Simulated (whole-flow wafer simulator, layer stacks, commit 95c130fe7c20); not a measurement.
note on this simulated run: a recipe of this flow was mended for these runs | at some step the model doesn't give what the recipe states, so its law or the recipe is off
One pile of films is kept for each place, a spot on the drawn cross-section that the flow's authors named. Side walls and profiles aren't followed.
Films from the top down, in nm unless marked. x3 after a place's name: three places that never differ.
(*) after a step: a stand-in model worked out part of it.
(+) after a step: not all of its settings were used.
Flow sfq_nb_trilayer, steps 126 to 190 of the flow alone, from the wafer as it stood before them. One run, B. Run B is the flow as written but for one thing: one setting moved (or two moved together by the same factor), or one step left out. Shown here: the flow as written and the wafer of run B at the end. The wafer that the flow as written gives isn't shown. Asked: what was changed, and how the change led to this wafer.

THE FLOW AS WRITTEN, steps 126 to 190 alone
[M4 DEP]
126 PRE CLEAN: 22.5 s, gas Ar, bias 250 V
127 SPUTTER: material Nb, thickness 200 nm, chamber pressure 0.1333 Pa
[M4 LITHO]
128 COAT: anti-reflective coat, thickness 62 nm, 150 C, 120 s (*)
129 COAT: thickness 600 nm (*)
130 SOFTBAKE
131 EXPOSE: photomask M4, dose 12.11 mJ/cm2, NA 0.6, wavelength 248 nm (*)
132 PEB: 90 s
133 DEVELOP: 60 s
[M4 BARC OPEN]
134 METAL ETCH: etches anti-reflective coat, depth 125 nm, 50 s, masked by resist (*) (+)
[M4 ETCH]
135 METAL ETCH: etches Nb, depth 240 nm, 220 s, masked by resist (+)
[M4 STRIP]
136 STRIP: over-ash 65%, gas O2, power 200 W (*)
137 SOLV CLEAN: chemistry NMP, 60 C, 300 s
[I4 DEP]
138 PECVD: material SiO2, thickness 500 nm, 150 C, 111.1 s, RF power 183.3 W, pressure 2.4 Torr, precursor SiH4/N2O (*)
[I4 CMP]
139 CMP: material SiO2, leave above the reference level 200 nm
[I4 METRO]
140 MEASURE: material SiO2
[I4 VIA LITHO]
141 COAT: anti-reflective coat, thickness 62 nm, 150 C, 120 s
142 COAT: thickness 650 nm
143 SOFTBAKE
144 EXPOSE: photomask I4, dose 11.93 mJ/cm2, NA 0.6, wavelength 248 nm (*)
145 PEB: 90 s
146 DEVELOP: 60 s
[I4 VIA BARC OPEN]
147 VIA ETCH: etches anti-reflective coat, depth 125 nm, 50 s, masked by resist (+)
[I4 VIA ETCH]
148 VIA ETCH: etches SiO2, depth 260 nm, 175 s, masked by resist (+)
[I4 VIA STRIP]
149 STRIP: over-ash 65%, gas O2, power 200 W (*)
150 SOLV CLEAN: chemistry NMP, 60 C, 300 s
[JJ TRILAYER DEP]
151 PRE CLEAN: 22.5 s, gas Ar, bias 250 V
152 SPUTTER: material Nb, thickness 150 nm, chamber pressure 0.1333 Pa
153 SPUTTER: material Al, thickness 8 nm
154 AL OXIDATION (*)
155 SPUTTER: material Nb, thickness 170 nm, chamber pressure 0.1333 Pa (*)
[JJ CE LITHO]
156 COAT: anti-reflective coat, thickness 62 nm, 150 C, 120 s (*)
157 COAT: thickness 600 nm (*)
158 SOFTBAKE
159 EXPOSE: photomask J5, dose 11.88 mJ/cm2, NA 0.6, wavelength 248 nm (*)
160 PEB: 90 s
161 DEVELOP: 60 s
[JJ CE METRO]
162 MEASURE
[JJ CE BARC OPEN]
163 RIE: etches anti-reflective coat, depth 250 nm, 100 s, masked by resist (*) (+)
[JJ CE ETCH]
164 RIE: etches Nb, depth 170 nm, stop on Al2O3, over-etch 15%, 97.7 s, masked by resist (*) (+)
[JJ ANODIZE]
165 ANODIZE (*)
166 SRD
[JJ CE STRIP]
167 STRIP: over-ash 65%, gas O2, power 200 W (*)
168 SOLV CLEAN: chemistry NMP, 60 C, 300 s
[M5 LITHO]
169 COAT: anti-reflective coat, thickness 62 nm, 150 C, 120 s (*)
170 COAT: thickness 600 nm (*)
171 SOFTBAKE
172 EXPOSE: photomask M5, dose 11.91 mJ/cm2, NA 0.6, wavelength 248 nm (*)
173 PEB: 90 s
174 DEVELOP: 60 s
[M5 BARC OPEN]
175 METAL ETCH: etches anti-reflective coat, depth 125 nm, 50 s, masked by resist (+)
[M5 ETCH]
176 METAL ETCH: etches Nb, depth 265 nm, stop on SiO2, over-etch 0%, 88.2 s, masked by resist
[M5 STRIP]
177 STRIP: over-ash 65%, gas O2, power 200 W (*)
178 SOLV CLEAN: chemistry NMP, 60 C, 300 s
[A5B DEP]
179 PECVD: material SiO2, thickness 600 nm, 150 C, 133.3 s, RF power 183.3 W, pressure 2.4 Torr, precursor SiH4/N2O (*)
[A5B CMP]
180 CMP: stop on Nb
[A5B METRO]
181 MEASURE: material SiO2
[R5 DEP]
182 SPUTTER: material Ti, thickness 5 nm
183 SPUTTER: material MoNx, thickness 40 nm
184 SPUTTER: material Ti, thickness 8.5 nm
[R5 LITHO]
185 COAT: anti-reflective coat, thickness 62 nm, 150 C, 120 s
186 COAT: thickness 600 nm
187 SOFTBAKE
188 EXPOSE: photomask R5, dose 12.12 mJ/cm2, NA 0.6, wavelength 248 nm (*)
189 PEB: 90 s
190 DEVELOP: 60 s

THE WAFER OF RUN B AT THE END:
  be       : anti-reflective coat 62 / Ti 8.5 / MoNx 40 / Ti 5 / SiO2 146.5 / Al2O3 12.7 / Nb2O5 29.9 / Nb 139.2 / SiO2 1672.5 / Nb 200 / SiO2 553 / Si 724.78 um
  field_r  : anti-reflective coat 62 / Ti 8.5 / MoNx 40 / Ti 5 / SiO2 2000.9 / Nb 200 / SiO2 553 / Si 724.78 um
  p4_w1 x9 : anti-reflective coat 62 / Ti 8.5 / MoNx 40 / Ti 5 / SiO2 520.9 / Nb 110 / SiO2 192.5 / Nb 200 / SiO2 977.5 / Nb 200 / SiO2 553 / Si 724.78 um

The cause: step 127, SPUTTER: thickness 110 nm was run, where the flow has thickness 200 nm.
It can be read off the wafer: p4_w1 x9 has Nb 110, and step 127 as written asks for 200 nm.

How the change led to this, step by step:
  127 SPUTTER: material Nb, thickness 200 nm, chamber pressure 0.1333 Pa
      field_l, v_sur, via_wl and 102 more: Nb +110 (new film) (as written it would be: Nb +200 (new film))
      via_v: Nb +90.2 (as written it would be: Nb +164.5)
  128 COAT: anti-reflective coat, thickness 62 nm, 150 C, 120 s (*)
      via_v: anti-reflective coat +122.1 (new film) (as written it would be: anti-reflective coat +126.8 (new film))
      wire: anti-reflective coat +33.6 (new film) (as written it would be: anti-reflective coat +34.6 (new film))
  135 METAL ETCH: etches Nb, depth 240 nm, 220 s, masked by resist (+)
      field_l, be, be_sur and 64 more: Nb -110 (all of it), SiO2 -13 (as written it would be: Nb -200 (all of it), SiO2 -4)
  136 STRIP: over-ash 65%, gas O2, power 200 W (*)
      via_v: KrF-resist-other-grade -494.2 (all of it), anti-reflective coat -122.1 (all of it) (as written it would be: KrF-resist-other-grade -503.7 (all of it), anti-reflective coat -126.8 (all of it))
      wire: KrF-resist-other-grade -370.7 (all of it), anti-reflective coat -33.6 (all of it) (as written it would be: KrF-resist-other-grade -369 (all of it), anti-reflective coat -34.6 (all of it))
  138 PECVD: material SiO2, thickness 500 nm, 150 C, 111.1 s, RF power 183.3 W, pressure 2.4 Torr, precursor SiH4/N2O (*)
      p3_s0 x6: SiO2 +500 (as written it would be: SiO2 +561.1)
      via_v: SiO2 +596 (new film) (as written it would be: SiO2 +621.2 (new film))
  139 CMP: material SiO2, leave above the reference level 200 nm
      field_l, be, be_sur and 55 more: SiO2 -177 (as written it would be: SiO2 -96)
      p3_s0 x6: SiO2 -177 (as written it would be: SiO2 -157.1)
      (and at 4 more places)
